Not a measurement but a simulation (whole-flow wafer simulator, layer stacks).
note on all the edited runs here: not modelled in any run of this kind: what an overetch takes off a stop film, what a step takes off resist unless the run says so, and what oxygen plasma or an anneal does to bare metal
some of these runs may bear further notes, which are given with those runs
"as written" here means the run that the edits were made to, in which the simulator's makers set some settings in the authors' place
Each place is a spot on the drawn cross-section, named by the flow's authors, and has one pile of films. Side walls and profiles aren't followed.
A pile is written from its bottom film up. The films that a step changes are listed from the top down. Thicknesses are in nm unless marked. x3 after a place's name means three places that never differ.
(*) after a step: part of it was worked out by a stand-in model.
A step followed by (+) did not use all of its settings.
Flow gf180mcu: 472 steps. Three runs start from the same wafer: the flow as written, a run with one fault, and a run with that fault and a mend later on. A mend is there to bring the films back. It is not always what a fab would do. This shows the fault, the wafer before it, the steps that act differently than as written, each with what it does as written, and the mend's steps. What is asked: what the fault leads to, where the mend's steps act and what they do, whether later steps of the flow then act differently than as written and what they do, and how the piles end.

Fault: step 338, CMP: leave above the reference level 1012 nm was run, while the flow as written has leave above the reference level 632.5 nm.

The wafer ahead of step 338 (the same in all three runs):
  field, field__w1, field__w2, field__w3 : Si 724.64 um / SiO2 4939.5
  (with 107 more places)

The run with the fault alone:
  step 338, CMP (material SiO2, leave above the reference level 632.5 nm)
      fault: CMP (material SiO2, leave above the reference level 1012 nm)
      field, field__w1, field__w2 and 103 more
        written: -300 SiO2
        fault: nothing
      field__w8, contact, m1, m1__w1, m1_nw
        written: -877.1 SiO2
        fault: -497.6 SiO2
  Later steps of the flow acting differently than as written (not shown: 4 more steps that differ only slightly, by at most 2% or 0.5 nm, whichever is larger):
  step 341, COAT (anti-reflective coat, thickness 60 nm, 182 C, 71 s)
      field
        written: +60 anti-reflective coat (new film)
        fault: +91.8 anti-reflective coat (new film)
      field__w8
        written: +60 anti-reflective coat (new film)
        fault: +20.9 anti-reflective coat (new film)
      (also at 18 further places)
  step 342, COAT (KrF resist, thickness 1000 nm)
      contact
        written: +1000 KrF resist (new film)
        fault: +968.5 KrF resist (new film)
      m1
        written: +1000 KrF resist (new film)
        fault: +963.2 KrF resist (new film)
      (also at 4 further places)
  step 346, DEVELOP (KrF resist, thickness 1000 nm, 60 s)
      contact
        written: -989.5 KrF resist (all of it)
        fault: -958.3 KrF resist (all of it)
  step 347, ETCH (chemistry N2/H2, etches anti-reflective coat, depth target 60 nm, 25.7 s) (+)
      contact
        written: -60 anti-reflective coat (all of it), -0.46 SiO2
        fault: -26.7 anti-reflective coat (all of it), -1.31 SiO2
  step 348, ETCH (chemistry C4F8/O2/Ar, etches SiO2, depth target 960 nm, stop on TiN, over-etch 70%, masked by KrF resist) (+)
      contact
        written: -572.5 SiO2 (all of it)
        fault: -951.1 SiO2 (all of it)
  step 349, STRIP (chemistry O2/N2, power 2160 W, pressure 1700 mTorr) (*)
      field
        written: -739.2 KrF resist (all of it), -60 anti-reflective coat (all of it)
        fault: -725.4 KrF resist (all of it), -91.8 anti-reflective coat (all of it)
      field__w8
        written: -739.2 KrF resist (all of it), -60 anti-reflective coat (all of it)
        fault: -729.2 KrF resist (all of it), -20.9 anti-reflective coat (all of it)
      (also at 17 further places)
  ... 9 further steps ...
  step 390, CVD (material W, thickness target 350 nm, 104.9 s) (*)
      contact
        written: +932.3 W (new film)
        fault: +1009.4 W (new film)
  By the end, the piles at field, field__w1, field__w2 and 109 more depart from the flow's by more than 2% or 0.5 nm, whichever is larger.
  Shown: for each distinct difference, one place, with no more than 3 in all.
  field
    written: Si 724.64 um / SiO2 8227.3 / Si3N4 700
    fault: Si 724.64 um / SiO2 8603.9 / Si3N4 700
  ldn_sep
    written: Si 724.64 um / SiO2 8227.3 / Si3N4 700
    fault: Si 724.64 um / SiO2 8603.8 / Si3N4 700
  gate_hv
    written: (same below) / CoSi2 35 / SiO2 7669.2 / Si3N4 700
    fault: (same below) / CoSi2 35 / SiO2 8045.7 / Si3N4 700

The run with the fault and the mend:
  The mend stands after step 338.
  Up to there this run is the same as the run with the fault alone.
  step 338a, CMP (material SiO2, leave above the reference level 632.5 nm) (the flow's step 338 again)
      field, field__w1, field__w2 and 103 more
        -300 SiO2
      field__w8, contact, m1, m1__w1, m1_nw
        -379.5 SiO2
  None of the later steps of the flow acts differently than as written at any place that is followed.
  The piles end the same as the flow's at every place that both follow.
